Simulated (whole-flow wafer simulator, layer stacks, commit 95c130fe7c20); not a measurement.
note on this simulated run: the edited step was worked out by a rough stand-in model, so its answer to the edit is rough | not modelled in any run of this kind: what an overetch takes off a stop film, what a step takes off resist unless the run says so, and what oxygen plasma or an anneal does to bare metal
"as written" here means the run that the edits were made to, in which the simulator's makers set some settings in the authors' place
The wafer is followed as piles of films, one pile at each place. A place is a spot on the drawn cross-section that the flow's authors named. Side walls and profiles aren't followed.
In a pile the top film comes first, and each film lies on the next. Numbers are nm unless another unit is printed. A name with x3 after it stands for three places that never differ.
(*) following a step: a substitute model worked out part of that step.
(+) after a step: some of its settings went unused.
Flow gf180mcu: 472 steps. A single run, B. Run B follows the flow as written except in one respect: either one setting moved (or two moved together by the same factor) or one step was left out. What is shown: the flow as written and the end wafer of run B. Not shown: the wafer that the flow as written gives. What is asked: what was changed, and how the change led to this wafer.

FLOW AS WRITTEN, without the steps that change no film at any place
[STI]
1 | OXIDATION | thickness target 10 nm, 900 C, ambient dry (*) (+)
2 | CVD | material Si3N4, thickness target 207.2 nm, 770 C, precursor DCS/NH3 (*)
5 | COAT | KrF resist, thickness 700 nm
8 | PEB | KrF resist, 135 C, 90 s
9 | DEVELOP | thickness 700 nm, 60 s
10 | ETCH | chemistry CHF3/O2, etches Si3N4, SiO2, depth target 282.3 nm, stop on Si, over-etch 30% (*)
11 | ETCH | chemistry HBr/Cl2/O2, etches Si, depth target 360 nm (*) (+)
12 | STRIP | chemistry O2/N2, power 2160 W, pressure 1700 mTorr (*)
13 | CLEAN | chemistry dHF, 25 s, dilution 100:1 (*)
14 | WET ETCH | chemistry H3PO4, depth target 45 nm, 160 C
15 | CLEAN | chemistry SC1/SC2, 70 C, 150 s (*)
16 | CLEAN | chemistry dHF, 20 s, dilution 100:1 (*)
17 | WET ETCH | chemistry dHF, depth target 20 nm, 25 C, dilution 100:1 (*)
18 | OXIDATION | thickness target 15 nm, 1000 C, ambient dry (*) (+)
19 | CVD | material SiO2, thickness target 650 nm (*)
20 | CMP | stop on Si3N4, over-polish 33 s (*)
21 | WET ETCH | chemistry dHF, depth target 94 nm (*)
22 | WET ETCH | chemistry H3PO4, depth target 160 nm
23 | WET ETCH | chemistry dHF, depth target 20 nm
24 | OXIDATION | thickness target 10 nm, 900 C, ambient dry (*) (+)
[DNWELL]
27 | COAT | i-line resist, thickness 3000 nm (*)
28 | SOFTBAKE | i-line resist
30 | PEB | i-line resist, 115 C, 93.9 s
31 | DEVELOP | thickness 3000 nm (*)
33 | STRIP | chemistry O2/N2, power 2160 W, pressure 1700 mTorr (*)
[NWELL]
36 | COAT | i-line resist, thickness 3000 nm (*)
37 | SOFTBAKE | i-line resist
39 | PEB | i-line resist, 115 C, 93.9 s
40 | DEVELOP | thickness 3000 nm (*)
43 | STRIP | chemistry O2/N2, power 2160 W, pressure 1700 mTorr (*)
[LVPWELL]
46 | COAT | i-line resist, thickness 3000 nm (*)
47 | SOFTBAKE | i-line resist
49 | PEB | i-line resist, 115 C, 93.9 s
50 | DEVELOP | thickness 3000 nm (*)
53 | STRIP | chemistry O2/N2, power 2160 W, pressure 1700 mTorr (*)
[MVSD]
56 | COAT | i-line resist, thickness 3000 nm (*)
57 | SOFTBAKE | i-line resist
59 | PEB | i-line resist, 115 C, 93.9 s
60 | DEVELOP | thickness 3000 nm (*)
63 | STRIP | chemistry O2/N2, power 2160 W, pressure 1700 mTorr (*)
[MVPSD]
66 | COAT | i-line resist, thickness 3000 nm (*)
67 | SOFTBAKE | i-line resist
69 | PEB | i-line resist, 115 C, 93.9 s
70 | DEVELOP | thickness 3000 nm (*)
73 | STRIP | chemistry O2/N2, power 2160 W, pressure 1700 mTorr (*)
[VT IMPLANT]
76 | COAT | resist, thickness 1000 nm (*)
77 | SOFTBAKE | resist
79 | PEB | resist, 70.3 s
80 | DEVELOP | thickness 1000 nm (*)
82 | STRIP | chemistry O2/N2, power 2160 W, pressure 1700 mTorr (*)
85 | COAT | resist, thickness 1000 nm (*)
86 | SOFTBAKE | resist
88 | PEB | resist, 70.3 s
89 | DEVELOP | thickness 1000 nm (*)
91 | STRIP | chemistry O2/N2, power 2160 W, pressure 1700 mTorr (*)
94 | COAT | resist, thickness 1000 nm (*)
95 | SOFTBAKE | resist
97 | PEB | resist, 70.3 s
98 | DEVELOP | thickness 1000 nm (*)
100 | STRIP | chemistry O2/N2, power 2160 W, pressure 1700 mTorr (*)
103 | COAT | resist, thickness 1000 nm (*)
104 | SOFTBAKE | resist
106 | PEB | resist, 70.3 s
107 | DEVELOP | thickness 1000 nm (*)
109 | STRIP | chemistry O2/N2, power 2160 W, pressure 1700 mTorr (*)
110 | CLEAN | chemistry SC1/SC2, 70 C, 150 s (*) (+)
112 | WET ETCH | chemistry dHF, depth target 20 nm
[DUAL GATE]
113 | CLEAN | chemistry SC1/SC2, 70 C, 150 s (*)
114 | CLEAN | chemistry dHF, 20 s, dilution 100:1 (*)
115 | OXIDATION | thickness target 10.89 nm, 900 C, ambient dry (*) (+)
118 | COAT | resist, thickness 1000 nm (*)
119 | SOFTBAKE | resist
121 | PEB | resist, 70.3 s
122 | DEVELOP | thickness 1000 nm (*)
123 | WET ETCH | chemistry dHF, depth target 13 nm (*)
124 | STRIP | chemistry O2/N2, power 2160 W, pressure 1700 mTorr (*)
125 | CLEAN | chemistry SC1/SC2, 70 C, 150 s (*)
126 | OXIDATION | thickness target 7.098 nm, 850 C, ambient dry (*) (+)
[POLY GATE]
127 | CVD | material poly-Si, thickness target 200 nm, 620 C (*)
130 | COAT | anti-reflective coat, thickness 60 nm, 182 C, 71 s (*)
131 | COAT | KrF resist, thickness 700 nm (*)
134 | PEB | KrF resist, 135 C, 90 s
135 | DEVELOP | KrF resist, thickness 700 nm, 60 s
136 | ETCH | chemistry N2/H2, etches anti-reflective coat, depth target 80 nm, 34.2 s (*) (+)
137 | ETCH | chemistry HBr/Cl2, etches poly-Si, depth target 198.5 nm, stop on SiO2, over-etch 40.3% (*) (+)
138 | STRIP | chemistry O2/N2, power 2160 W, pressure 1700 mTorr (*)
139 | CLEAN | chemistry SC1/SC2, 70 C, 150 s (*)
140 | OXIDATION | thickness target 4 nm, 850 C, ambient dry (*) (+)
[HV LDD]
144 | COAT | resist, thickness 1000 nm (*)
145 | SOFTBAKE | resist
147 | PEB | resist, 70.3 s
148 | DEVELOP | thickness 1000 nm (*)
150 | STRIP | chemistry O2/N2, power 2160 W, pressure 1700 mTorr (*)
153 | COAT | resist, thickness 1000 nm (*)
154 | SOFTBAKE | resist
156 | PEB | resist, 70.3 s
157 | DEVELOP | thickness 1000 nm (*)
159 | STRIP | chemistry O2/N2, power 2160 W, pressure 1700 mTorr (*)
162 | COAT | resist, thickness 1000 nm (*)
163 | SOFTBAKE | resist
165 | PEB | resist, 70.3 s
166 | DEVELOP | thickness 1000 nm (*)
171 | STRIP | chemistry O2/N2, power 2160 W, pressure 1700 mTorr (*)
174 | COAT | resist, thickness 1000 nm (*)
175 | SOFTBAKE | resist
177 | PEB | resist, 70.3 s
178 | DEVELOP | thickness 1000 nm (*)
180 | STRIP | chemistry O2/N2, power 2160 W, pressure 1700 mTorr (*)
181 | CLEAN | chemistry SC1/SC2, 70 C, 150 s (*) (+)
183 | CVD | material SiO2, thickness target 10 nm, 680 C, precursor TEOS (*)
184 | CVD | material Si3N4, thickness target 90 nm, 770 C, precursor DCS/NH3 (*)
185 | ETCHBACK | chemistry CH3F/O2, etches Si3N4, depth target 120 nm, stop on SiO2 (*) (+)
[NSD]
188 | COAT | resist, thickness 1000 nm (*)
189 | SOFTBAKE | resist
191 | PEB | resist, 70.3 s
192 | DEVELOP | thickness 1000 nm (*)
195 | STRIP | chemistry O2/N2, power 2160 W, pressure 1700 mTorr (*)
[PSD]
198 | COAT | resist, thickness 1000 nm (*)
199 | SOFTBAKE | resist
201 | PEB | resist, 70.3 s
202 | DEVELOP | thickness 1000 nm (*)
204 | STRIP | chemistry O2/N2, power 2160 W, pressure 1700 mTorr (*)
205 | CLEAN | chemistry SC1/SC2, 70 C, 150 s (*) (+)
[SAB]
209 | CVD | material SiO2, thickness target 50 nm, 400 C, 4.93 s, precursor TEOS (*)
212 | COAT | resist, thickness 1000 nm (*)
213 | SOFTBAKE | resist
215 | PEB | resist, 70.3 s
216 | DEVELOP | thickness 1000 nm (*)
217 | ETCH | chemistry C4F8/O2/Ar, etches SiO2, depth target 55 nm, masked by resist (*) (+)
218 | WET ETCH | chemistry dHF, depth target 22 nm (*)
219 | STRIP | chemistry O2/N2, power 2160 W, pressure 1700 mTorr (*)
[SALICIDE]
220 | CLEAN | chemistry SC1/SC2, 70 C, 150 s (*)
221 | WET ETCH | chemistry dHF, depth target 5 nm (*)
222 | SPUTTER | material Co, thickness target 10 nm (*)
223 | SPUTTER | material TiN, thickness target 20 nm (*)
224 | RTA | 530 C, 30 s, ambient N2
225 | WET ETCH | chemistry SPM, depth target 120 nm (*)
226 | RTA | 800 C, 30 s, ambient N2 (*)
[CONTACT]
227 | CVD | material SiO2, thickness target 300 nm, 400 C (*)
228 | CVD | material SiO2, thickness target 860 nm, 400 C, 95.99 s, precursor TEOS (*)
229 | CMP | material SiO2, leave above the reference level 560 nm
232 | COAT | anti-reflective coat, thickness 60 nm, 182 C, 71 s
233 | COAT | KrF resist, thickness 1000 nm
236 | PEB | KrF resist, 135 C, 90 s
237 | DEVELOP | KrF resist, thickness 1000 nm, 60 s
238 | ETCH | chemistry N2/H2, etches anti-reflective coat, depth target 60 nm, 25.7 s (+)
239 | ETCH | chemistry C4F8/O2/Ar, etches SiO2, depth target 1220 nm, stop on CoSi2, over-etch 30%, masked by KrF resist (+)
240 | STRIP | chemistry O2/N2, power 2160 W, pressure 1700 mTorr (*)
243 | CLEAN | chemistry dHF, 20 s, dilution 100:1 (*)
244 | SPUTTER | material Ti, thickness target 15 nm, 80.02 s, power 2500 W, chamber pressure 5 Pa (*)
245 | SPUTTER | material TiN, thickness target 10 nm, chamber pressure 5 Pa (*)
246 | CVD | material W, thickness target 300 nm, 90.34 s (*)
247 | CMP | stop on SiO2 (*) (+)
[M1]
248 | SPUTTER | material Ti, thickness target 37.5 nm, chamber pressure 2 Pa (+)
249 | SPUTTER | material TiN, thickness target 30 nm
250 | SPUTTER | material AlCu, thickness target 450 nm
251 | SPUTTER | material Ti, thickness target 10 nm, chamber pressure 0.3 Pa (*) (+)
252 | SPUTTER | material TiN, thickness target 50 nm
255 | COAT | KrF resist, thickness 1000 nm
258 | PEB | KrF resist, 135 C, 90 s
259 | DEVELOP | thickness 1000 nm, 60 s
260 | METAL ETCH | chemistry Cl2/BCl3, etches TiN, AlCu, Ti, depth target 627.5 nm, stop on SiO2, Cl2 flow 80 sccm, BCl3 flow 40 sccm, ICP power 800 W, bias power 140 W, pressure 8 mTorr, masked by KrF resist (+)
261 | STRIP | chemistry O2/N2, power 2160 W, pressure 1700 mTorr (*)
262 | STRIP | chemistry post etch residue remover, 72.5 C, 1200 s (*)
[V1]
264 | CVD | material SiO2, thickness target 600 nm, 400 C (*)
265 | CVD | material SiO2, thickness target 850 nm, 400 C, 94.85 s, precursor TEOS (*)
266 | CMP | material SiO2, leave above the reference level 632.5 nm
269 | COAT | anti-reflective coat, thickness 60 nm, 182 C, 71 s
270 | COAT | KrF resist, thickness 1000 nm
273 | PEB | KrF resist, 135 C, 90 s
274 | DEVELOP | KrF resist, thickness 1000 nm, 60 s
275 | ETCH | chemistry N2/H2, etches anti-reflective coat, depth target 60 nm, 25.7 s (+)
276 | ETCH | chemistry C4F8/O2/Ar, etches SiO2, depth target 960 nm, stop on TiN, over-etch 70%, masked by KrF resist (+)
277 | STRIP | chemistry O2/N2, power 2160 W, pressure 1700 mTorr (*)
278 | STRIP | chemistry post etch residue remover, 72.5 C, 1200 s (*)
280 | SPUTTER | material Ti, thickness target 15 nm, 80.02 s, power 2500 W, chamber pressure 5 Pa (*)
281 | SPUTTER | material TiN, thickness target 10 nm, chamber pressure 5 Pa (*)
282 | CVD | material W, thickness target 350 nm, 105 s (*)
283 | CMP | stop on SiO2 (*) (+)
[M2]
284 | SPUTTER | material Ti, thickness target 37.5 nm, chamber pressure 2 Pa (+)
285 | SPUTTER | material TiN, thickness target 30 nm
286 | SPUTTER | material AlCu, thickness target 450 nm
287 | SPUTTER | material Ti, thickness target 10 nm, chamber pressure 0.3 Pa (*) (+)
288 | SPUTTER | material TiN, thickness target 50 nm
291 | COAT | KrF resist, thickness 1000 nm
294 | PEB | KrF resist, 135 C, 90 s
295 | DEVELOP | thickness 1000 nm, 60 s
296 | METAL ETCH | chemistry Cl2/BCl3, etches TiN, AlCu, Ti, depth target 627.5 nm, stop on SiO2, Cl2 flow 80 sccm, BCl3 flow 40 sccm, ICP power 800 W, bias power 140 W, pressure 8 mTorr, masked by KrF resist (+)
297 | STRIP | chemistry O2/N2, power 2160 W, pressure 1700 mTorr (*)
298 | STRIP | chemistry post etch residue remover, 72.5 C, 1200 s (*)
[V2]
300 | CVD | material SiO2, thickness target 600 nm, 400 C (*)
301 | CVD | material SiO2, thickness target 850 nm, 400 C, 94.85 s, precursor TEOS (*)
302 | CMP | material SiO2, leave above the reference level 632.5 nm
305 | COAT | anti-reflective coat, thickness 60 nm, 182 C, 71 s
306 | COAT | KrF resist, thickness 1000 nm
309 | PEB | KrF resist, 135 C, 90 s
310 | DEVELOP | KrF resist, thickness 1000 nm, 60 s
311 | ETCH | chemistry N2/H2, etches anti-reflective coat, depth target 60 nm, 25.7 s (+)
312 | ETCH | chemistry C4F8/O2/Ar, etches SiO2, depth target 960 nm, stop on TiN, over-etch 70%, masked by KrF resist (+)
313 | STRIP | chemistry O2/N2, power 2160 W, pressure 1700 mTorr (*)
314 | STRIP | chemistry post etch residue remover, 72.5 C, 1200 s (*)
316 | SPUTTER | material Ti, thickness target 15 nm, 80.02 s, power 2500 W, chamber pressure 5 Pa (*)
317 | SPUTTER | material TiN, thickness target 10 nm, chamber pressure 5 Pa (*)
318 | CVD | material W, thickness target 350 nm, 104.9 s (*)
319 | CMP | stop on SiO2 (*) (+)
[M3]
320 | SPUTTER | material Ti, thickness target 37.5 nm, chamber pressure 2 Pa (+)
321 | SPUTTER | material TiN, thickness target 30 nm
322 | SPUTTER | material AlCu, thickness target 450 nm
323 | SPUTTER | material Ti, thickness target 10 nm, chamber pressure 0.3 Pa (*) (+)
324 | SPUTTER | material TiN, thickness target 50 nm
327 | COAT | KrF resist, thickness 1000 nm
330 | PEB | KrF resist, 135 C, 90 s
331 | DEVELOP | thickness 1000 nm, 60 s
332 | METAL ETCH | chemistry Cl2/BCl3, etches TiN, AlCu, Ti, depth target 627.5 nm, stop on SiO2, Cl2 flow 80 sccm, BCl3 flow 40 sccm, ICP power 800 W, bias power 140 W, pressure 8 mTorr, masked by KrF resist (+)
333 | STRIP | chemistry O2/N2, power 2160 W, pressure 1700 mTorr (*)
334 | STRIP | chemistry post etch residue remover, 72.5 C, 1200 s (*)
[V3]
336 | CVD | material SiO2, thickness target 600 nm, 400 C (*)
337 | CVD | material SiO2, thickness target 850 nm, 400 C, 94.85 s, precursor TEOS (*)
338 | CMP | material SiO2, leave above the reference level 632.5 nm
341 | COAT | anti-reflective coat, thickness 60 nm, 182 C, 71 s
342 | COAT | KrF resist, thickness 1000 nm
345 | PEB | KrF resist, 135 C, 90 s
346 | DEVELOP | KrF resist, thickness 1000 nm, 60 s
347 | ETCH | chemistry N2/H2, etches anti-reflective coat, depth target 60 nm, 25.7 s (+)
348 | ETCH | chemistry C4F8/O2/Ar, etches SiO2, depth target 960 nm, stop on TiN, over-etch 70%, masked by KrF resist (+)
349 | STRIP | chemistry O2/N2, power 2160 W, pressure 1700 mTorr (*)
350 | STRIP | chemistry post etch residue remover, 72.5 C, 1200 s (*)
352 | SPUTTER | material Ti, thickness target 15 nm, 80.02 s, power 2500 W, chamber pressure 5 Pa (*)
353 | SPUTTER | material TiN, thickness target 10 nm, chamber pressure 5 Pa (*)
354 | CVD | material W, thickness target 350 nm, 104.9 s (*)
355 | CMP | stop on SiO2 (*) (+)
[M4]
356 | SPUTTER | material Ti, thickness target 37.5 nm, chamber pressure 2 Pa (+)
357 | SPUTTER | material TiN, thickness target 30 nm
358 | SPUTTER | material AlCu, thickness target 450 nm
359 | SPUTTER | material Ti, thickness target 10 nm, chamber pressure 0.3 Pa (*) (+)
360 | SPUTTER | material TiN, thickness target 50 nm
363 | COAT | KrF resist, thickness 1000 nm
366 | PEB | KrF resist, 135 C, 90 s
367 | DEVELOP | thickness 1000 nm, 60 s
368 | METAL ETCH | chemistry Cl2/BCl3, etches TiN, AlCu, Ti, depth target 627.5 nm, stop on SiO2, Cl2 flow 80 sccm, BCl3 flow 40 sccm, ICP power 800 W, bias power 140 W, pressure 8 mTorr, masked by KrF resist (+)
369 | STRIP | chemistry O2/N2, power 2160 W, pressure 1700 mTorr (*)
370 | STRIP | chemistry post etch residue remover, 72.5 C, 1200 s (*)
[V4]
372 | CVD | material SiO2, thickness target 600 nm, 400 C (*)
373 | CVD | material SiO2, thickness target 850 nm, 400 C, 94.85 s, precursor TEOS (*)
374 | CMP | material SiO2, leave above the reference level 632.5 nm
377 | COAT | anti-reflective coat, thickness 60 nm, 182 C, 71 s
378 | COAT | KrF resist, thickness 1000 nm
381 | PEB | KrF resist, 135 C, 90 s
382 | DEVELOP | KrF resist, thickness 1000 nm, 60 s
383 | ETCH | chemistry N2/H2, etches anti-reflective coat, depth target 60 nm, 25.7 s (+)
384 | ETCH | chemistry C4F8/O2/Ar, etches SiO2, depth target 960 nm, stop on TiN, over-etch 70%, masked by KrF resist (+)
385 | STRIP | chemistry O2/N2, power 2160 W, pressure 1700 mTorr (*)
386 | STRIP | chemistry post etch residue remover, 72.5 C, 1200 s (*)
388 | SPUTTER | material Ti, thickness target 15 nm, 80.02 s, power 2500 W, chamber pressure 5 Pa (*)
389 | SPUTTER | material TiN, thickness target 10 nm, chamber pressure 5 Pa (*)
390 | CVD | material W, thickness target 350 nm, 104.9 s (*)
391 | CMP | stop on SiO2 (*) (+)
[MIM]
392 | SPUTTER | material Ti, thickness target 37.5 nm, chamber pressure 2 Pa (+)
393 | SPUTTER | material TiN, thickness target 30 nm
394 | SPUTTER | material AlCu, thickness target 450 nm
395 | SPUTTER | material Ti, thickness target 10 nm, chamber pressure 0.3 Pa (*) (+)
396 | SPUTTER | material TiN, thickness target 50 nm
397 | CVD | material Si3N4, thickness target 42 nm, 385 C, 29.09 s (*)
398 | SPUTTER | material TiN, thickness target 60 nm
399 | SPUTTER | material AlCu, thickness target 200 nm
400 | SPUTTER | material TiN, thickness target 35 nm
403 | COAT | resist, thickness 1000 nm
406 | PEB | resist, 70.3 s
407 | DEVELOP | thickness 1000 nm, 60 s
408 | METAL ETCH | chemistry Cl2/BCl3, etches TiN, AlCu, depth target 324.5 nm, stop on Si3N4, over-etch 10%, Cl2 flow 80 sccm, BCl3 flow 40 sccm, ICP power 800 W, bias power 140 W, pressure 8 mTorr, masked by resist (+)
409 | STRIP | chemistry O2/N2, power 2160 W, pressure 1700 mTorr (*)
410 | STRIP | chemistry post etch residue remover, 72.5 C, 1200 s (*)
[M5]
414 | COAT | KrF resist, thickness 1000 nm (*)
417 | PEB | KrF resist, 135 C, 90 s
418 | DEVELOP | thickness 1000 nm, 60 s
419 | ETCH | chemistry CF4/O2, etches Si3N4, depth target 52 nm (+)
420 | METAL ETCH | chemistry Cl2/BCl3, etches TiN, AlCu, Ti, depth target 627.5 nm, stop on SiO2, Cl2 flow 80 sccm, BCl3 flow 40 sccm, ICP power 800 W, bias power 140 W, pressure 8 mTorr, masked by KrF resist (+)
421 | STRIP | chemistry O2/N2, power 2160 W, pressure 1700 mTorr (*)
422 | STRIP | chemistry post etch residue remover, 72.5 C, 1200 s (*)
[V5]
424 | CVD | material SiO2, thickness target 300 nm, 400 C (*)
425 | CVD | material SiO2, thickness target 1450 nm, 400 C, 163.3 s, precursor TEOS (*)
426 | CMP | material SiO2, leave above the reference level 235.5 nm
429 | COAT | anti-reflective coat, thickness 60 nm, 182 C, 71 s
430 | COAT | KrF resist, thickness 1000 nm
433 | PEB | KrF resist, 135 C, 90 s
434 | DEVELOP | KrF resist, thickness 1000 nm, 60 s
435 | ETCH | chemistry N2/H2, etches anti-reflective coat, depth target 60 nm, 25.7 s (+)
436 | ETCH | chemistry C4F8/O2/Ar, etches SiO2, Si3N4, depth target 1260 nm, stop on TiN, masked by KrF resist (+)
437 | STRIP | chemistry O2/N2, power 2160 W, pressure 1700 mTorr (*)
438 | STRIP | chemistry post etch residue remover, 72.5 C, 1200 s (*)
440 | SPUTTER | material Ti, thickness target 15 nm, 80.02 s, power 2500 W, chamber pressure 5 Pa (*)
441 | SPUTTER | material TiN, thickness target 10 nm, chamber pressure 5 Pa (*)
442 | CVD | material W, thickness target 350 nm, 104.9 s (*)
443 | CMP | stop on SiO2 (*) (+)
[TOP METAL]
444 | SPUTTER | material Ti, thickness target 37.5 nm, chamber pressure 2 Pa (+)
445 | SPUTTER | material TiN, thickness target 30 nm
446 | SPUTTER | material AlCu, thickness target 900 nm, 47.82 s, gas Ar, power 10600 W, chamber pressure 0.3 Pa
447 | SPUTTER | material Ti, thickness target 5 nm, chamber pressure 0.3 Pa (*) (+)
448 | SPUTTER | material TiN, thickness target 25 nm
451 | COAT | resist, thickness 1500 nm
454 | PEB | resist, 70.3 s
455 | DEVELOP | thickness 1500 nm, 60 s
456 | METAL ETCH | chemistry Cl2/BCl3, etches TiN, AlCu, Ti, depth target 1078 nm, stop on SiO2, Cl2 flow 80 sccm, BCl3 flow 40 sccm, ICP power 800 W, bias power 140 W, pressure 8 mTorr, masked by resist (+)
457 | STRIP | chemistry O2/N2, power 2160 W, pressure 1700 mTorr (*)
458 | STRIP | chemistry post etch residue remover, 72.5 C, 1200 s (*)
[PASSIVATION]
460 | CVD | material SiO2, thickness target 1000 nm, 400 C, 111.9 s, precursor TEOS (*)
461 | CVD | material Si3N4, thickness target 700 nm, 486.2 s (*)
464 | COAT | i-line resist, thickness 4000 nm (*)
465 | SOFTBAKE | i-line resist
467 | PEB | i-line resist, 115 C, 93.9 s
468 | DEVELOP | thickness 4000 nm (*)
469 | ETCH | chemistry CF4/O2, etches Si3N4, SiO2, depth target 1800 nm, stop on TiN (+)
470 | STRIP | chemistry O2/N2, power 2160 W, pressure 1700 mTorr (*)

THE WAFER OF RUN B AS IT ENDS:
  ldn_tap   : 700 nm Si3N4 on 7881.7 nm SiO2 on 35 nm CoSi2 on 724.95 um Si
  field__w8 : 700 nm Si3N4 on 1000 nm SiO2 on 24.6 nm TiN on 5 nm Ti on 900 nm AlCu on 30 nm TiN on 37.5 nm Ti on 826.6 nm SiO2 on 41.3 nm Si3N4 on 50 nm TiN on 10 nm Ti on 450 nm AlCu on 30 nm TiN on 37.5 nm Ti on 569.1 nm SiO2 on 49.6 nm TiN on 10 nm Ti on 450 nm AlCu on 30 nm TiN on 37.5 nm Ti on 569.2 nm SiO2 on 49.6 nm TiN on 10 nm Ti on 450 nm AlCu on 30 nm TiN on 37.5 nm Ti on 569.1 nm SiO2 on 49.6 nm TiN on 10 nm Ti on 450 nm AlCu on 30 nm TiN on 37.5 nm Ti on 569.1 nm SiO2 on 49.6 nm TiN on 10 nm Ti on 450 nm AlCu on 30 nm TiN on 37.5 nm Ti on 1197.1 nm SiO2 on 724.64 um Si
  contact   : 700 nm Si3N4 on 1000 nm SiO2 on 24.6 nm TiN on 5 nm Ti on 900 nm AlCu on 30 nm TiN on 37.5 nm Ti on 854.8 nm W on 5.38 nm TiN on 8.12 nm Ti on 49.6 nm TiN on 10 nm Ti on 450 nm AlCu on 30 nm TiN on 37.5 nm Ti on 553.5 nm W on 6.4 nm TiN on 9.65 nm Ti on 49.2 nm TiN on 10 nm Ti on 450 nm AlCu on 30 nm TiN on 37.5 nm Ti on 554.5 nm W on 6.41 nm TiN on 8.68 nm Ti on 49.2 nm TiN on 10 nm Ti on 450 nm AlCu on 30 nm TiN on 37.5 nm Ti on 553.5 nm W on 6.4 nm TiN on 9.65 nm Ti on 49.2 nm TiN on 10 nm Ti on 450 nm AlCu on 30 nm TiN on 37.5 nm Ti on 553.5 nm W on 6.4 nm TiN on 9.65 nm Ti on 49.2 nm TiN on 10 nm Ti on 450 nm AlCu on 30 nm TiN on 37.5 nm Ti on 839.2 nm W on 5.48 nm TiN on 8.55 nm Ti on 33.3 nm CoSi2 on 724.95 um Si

Cause: step 352, SPUTTER: 72.02 s was run, whereas the flow has 80.02 s.

Step by step, how the change led to this:
  352 | SPUTTER | material Ti, thickness target 15 nm, 80.02 s, power 2500 W, chamber pressure 5 Pa (*)
      field, field__w1, field__w2 and 107 more: Ti gains 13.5 (new film) (in the flow as written it would be: Ti gains 15 (new film))
      contact: Ti gains 8.68 (new film) (in the flow as written it would be: Ti gains 9.65 (new film))
  355 | CMP | stop on SiO2 (*) (+)
      field, field__w1, field__w2 and 107 more: W loses 350 (all of it), TiN loses 10 (all of it), Ti loses 13.5 (all of it), SiO2 loses 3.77 (in the flow as written it would be: W loses 350 (all of it), TiN loses 10 (all of it), Ti loses 15 (all of it), SiO2 loses 3.78)
